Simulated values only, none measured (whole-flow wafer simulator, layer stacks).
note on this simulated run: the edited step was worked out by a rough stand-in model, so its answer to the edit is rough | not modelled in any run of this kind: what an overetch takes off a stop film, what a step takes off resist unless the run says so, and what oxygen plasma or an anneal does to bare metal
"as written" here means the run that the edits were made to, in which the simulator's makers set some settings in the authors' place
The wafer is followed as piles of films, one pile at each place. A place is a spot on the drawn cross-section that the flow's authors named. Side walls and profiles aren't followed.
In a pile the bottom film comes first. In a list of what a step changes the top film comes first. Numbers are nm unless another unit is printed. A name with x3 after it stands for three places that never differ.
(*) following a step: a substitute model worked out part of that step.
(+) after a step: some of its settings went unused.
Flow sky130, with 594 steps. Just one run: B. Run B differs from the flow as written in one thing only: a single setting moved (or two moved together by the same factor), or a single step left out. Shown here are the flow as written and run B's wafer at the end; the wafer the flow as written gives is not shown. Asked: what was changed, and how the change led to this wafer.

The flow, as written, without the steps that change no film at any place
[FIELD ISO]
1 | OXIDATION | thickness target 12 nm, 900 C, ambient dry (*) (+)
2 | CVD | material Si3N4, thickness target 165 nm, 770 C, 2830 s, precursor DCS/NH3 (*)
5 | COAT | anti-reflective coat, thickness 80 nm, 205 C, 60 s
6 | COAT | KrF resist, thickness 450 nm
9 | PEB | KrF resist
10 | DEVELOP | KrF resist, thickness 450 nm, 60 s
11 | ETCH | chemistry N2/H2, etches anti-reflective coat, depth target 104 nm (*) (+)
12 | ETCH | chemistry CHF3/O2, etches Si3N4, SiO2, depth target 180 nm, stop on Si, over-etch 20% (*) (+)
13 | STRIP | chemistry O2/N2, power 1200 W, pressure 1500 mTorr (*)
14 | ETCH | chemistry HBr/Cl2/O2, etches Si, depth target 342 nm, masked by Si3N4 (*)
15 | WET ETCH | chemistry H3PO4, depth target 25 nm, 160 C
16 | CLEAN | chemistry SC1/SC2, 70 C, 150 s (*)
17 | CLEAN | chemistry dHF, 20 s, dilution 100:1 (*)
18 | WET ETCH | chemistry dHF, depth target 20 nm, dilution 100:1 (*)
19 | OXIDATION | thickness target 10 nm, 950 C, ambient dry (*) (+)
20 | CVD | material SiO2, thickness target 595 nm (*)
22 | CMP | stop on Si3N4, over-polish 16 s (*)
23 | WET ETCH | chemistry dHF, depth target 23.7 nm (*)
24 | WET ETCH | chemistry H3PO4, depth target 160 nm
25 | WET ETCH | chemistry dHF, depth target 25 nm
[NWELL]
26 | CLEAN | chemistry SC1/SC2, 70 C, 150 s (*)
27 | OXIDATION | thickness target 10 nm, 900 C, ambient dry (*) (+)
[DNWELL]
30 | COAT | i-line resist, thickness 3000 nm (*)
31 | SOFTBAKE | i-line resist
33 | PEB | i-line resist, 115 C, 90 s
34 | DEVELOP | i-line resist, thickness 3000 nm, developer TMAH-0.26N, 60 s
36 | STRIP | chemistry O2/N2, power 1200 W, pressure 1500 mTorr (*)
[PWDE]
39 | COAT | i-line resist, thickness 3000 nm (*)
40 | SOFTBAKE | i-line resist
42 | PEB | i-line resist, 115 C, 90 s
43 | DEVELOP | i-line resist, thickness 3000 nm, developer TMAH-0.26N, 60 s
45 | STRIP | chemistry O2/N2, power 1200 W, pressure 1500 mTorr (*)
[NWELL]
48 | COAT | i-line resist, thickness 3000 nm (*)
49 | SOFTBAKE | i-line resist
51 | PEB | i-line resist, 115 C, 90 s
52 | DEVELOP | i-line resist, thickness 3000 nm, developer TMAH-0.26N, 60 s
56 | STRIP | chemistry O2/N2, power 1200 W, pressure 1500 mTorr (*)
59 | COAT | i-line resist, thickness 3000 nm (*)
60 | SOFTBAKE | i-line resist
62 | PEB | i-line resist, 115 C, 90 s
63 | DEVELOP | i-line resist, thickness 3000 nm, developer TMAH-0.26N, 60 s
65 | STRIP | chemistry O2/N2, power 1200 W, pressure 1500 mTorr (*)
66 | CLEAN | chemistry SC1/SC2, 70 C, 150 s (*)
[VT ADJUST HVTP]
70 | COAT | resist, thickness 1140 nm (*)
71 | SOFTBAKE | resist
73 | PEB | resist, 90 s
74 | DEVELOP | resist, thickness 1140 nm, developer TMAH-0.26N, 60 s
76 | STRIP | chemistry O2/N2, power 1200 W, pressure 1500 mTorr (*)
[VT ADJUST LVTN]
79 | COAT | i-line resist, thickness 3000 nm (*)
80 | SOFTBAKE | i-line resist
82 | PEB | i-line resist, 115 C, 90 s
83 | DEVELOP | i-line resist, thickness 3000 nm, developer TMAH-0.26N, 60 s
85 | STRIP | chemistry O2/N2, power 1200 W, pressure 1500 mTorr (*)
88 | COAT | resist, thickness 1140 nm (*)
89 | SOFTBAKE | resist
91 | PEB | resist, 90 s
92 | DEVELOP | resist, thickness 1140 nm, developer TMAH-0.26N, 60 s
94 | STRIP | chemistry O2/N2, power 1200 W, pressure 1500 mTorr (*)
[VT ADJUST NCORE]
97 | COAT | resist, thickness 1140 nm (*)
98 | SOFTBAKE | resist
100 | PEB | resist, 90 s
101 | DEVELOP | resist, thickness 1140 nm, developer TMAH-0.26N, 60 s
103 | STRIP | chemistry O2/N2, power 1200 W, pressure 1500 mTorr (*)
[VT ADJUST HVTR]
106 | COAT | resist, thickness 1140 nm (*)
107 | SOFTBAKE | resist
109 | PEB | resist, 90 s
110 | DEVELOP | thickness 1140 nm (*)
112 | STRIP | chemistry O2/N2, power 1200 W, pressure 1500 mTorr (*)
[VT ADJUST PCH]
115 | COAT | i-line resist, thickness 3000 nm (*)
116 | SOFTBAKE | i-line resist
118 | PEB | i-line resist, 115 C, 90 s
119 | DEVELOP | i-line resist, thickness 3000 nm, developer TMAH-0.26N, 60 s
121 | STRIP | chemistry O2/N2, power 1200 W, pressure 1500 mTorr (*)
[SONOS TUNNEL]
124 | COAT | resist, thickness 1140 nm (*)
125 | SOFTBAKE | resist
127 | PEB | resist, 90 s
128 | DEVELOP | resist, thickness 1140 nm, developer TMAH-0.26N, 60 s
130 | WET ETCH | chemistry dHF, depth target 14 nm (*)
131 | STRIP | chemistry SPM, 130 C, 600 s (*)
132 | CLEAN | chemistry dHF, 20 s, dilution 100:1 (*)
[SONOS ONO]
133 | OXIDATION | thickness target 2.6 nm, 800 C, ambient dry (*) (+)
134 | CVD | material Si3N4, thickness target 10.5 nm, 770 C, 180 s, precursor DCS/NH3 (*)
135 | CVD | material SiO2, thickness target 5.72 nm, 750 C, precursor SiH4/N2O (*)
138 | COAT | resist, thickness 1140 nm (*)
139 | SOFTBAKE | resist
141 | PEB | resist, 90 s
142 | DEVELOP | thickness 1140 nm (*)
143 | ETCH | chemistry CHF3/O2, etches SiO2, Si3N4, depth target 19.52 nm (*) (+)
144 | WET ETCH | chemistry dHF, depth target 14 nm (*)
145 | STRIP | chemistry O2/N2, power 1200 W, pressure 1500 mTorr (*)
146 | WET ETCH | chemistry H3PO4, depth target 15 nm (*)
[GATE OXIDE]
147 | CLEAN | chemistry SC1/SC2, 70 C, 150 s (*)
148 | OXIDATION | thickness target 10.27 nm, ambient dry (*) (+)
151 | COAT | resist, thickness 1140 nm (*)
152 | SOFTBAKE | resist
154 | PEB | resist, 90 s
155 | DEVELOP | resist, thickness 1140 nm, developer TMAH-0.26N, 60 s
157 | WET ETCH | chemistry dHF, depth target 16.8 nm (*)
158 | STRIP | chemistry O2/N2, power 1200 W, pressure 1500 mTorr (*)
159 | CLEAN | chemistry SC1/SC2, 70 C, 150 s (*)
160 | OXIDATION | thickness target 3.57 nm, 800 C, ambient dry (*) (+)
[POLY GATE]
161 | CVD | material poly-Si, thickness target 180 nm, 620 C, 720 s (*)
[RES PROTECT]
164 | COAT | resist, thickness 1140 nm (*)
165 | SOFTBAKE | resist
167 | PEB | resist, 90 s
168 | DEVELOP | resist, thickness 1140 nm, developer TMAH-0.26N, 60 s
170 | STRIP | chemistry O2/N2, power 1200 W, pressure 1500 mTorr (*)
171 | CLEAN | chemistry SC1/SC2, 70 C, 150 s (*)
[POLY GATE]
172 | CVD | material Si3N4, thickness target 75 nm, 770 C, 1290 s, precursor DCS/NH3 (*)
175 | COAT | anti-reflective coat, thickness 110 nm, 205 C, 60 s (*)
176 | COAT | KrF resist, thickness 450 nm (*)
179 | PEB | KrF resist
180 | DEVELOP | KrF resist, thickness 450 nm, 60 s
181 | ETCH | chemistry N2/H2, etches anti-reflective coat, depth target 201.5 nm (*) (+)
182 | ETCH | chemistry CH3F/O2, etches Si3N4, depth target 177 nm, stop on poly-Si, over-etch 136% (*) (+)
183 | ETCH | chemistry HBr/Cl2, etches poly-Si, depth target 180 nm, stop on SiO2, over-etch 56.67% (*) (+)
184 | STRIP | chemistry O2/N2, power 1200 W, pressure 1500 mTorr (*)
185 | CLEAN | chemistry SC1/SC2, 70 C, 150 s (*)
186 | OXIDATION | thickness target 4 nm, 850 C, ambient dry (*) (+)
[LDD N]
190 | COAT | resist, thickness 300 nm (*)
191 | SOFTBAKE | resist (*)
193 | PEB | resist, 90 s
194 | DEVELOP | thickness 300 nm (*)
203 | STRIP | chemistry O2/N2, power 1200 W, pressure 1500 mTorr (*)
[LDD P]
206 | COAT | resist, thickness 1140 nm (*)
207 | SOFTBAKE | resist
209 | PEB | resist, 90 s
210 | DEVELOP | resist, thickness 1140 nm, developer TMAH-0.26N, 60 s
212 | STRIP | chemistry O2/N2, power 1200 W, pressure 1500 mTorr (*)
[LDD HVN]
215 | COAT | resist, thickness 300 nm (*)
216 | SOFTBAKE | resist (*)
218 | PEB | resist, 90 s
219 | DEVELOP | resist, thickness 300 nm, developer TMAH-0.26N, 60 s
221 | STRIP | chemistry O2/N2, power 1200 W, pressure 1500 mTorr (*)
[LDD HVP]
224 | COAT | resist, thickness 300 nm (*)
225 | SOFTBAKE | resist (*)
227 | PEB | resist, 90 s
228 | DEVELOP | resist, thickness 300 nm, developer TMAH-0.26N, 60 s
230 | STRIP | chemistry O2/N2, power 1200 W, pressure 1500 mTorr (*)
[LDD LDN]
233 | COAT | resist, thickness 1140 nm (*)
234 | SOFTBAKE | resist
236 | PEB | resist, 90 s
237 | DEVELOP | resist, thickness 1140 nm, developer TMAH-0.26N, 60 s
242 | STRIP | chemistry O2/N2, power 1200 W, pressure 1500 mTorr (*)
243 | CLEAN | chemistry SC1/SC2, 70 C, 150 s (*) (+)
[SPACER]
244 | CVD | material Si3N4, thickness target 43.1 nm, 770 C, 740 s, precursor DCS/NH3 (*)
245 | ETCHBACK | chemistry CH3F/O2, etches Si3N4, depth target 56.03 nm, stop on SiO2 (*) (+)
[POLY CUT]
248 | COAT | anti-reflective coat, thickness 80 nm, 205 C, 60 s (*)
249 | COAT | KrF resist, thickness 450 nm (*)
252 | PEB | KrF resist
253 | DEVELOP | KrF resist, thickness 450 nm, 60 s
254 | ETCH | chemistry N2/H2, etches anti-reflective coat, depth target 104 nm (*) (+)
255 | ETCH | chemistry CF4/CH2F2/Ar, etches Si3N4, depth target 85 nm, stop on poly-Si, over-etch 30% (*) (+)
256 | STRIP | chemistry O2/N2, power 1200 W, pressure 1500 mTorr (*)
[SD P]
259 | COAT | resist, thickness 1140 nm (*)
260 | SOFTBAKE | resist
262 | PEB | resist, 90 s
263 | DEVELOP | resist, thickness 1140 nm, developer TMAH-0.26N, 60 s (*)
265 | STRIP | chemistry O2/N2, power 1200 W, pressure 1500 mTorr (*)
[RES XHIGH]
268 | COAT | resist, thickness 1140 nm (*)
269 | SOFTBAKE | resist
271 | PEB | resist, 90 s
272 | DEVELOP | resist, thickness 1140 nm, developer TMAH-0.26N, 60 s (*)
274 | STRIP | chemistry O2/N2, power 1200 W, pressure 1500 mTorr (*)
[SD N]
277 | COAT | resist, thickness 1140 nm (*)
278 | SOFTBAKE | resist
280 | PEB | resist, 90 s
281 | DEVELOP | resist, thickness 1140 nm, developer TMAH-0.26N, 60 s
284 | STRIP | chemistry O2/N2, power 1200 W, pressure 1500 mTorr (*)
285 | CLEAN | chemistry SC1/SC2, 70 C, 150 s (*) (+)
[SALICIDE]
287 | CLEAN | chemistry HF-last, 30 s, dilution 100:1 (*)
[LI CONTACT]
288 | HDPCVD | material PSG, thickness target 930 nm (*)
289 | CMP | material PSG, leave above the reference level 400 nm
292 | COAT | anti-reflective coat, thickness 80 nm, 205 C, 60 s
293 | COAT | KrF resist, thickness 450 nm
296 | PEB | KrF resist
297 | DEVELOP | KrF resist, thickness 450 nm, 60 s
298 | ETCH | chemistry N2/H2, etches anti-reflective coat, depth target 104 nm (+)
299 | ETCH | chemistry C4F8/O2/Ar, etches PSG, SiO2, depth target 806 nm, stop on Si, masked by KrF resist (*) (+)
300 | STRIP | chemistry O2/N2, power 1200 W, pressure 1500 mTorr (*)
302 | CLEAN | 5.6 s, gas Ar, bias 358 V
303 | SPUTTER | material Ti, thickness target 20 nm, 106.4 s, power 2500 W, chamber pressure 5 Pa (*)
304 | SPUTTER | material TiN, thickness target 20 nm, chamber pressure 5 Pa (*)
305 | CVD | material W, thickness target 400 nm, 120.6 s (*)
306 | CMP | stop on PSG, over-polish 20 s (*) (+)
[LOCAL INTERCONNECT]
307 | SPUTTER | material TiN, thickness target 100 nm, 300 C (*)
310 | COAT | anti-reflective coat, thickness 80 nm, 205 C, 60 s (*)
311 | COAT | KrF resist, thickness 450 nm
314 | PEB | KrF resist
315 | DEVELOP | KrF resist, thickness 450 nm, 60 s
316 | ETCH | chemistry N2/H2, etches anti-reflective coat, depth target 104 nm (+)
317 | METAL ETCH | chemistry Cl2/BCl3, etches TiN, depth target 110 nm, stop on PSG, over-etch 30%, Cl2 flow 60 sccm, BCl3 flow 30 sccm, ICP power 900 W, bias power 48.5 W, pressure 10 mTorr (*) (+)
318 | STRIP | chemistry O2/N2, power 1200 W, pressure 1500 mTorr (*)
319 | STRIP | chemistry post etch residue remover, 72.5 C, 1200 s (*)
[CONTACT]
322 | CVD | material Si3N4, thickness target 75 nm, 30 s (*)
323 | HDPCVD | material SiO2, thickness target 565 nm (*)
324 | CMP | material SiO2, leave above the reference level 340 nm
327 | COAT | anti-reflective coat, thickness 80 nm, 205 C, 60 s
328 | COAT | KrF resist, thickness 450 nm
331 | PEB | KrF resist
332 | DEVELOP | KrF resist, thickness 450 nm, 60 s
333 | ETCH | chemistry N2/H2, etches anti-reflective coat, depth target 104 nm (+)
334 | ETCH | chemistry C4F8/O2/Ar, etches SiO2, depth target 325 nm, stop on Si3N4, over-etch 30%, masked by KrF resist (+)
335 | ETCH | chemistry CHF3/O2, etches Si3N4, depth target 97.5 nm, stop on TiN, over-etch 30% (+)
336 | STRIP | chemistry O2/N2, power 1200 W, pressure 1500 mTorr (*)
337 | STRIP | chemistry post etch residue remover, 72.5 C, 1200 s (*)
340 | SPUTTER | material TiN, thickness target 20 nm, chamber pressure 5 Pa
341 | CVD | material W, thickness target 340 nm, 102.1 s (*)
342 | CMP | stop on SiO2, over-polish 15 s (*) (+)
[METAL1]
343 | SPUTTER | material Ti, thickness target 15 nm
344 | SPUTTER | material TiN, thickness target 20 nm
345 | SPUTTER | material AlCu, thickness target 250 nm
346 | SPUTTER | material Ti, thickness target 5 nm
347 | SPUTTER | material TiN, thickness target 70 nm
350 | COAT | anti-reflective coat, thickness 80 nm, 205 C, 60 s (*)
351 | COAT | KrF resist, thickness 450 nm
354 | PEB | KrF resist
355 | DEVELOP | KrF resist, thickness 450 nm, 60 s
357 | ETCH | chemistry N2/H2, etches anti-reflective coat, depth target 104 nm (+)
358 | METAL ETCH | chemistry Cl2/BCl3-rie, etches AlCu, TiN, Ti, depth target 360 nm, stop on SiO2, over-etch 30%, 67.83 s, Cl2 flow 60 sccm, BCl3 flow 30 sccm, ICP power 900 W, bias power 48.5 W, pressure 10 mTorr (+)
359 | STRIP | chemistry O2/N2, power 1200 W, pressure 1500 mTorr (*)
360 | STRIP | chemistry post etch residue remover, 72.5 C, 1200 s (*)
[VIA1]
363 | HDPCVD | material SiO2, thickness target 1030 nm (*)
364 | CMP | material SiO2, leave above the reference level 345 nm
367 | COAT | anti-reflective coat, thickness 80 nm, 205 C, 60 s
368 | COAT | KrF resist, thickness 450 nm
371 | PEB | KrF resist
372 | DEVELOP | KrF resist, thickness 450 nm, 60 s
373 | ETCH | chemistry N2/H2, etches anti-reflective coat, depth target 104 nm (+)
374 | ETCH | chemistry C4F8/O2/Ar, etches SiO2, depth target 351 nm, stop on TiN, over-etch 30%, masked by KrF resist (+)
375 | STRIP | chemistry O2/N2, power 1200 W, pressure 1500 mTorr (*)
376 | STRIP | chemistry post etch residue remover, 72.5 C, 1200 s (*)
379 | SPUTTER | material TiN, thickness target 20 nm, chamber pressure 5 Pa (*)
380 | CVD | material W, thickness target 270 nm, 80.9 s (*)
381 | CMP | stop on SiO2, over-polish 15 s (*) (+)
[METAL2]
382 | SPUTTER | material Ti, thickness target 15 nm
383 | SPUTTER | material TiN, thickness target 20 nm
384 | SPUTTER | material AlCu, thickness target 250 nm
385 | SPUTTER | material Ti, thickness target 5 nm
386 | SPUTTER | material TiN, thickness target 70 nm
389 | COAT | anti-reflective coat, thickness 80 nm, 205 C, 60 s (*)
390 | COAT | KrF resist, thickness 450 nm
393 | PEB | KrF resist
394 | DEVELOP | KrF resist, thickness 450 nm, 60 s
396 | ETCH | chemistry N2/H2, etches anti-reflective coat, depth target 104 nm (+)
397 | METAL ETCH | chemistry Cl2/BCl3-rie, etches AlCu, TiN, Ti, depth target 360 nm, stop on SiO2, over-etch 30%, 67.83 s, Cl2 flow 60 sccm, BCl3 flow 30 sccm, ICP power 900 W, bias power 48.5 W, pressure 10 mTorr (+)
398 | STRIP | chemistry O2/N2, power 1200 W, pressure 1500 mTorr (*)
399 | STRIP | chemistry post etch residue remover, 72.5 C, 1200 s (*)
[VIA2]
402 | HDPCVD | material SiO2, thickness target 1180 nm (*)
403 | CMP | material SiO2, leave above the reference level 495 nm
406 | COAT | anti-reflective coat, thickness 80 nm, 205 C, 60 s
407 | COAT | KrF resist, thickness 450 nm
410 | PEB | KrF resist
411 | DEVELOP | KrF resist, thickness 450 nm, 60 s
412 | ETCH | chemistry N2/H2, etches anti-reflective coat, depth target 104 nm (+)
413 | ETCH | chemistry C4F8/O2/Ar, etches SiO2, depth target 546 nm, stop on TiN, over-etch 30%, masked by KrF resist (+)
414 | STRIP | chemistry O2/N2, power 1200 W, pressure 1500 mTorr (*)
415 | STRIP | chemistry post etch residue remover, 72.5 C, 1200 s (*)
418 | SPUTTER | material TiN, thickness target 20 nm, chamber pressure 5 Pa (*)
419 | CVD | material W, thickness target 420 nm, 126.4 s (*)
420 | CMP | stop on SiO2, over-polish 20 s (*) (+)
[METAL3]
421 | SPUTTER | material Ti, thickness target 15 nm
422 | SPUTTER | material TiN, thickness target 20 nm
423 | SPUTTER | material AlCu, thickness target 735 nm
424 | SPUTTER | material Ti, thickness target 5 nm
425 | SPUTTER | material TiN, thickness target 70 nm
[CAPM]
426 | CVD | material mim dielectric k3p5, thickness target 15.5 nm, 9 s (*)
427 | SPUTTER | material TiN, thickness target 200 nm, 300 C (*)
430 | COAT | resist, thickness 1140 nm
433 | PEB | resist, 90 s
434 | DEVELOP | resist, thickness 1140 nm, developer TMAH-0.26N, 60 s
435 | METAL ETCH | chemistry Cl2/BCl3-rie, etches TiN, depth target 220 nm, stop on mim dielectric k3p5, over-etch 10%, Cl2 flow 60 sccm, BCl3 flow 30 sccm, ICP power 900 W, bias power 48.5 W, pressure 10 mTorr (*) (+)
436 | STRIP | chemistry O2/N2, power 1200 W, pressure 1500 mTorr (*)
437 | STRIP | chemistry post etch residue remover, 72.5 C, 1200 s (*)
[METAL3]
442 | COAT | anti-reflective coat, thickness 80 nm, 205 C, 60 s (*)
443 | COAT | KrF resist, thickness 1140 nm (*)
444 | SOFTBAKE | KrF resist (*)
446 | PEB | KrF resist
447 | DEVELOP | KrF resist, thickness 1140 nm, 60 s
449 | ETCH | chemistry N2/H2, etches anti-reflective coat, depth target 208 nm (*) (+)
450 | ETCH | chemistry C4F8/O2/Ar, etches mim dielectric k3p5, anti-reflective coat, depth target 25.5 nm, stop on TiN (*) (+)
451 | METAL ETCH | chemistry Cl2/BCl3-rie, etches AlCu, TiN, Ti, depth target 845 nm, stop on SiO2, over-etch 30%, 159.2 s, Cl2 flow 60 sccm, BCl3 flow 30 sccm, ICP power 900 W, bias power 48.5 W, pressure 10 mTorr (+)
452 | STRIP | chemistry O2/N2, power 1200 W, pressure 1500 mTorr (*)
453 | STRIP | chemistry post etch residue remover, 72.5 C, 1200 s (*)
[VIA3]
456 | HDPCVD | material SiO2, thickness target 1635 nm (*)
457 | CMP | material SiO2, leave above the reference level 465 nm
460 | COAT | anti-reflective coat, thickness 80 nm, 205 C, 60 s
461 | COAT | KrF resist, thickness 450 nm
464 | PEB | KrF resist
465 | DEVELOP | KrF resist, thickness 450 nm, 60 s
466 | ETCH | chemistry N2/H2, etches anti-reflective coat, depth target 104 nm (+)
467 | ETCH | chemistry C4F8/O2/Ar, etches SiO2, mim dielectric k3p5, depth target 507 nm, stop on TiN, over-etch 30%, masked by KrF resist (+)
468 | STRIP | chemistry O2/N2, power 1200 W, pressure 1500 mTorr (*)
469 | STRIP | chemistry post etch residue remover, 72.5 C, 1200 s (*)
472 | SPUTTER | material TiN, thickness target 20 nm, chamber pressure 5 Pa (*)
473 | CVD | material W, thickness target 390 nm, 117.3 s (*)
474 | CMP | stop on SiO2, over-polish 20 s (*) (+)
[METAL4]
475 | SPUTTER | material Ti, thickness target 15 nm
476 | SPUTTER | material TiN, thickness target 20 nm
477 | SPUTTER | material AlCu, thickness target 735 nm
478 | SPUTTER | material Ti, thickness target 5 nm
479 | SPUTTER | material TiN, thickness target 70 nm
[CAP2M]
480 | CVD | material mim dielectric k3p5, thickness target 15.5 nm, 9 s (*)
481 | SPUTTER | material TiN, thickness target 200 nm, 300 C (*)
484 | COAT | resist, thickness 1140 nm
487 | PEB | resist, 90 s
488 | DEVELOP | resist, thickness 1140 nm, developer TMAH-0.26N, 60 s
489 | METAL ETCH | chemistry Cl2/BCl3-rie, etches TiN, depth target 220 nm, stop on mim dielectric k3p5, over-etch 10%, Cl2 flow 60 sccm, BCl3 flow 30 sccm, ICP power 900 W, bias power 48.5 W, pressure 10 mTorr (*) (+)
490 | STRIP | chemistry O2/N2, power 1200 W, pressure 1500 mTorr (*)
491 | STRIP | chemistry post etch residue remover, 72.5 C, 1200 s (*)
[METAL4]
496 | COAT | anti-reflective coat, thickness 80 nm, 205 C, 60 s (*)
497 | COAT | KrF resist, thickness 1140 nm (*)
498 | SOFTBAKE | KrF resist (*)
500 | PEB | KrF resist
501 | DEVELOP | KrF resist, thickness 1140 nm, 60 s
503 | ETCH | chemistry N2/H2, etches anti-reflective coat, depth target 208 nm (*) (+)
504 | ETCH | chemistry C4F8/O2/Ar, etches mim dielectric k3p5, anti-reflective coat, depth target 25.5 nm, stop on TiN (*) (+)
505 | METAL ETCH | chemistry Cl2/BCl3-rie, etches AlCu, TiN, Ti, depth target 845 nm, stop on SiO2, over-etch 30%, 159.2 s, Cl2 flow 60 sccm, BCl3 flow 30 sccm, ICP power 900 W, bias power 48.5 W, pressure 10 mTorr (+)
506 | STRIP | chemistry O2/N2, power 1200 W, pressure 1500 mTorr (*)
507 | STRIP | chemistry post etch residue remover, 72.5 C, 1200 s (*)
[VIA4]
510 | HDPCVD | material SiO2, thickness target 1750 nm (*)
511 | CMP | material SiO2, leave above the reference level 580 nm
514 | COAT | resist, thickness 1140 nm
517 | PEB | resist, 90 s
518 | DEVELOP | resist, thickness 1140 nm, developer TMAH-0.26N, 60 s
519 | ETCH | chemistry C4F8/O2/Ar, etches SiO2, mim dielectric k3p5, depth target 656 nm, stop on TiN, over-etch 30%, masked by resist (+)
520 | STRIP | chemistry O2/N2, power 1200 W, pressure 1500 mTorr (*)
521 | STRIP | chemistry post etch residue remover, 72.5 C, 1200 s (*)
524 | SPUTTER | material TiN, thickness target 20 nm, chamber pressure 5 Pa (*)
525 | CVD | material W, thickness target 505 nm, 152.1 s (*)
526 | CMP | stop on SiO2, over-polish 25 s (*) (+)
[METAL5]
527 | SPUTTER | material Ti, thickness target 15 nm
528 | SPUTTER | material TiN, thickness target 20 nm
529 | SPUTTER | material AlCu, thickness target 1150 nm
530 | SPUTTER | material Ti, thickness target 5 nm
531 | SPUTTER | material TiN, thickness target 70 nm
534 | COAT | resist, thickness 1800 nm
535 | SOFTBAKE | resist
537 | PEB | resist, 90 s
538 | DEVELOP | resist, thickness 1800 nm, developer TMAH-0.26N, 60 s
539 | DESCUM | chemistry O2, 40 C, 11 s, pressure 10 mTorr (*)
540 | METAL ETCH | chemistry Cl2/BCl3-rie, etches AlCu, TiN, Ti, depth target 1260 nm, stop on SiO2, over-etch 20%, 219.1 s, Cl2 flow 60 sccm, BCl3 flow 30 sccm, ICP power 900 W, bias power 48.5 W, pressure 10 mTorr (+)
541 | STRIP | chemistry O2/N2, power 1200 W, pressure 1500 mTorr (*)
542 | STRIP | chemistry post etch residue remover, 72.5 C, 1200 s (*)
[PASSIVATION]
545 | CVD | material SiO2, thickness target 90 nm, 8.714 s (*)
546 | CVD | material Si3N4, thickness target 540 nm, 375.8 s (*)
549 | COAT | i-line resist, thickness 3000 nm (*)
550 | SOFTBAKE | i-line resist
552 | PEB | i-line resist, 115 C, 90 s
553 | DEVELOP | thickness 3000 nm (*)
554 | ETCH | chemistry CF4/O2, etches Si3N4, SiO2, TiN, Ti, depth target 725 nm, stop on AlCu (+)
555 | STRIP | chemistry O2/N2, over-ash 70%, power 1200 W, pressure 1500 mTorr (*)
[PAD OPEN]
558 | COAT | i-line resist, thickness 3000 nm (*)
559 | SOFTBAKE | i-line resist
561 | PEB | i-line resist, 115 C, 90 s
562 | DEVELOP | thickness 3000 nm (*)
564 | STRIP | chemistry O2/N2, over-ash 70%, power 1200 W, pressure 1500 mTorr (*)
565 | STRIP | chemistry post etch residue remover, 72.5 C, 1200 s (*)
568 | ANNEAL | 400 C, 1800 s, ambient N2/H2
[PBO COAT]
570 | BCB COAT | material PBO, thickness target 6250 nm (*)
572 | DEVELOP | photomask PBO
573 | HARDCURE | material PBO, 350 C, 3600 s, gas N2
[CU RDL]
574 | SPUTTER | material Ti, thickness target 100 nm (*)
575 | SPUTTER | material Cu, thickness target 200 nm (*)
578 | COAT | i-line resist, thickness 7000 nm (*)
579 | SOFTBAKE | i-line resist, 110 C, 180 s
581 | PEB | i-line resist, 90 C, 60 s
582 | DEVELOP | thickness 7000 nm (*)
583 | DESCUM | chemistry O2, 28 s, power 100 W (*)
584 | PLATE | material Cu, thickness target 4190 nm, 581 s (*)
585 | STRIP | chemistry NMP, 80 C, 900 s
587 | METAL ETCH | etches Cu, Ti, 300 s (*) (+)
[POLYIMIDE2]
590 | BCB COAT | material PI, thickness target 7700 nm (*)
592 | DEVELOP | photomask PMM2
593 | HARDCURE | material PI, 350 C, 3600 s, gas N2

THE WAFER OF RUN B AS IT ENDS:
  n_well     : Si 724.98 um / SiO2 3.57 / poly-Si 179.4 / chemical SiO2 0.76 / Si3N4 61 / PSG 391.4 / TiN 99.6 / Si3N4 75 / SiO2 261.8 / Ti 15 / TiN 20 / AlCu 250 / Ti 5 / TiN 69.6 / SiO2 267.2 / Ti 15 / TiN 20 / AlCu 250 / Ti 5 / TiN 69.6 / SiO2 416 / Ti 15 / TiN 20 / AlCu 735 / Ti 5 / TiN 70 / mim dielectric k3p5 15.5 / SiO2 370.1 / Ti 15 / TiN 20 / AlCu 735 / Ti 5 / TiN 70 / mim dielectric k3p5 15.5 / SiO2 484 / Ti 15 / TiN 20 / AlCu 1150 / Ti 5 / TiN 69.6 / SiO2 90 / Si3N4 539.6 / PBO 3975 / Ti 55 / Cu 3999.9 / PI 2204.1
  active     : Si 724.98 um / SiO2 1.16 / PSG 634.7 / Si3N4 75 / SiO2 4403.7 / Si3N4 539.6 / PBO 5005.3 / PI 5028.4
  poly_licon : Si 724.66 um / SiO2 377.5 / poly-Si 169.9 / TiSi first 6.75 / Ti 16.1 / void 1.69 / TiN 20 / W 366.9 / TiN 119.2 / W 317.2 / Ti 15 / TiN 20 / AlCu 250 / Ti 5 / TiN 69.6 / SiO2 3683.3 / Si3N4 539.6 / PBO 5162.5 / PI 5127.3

Cause: step 574, SPUTTER: thickness target 55 nm was run, though the flow has thickness target 100 nm.
The wafer lets one read it off: n_well has Ti 55, and step 574 as written asks for 100 nm.

How this came from the change, step by step:
  574 | SPUTTER | material Ti, thickness target 100 nm (*)
      field, active, n_well and 190 more: Ti gains 55 (new film) (as written it would have been: Ti gains 100 (new film))
  579 | SOFTBAKE | i-line resist, 110 C, 180 s
      hv_encl: i-line resist loses 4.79 (as written it would have been: i-line resist loses 2.19)
  587 | METAL ETCH | etches Cu, Ti, 300 s (*) (+)
      field, active, gate and 167 more: Cu loses 200 (all of it), Ti loses 55 (all of it) (as written it would have been: Cu loses 200 (all of it), Ti loses 100 (all of it))
  590 | BCB COAT | material PI, thickness target 7700 nm (*)
      de16_gate_nw: PI gains 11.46 um (new film) (as written it would have been: PI gains 11.5 um (new film))
